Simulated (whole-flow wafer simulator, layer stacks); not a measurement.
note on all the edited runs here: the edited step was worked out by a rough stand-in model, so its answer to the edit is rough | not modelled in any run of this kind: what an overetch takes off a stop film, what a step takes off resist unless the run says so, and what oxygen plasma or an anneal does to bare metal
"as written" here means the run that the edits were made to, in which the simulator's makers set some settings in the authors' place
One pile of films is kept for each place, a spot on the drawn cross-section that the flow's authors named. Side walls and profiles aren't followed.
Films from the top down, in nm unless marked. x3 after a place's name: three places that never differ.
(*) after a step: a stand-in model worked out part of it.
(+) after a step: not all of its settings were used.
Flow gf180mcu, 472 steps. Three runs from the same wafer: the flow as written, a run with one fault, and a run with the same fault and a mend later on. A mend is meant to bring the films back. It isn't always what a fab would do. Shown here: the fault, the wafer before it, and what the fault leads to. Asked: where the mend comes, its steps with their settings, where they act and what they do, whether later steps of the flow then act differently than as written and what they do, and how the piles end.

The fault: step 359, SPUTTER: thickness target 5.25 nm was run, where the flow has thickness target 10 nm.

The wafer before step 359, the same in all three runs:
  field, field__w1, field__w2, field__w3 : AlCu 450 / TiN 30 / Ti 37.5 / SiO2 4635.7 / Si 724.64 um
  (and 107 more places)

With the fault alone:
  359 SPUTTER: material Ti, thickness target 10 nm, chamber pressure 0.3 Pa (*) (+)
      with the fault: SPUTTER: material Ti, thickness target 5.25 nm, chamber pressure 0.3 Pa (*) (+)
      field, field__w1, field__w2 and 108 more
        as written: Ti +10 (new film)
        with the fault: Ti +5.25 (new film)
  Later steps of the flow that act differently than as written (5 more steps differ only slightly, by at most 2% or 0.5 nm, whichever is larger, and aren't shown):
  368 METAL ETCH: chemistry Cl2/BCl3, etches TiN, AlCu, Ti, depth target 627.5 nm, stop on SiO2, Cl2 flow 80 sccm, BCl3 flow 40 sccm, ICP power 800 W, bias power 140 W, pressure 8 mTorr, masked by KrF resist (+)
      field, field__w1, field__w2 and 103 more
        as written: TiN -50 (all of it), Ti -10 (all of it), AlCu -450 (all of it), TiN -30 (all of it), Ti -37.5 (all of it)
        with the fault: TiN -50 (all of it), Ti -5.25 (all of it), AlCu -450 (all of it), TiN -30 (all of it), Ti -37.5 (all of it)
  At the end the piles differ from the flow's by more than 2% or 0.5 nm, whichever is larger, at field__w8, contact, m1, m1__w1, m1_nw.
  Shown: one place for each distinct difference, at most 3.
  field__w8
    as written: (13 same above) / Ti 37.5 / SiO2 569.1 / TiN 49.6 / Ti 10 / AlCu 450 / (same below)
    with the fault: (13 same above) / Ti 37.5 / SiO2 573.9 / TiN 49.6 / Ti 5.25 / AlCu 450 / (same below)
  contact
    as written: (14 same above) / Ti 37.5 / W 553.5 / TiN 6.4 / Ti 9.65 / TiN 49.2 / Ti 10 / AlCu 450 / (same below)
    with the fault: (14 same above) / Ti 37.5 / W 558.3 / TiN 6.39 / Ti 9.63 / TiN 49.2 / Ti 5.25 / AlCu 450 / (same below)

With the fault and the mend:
  The mend comes after step 359.
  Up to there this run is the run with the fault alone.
  359a SPUTTER: material Ti, thickness target 4.75 nm, chamber pressure 0.3 Pa (*) (+) (the flow's step 359 once more, with other settings)
      field, field__w1, field__w2 and 108 more
        Ti +4.75
  No later step of the flow acts differently than as written at any place that is followed.
  At the end the piles are the same as the flow's at every place that both follow.
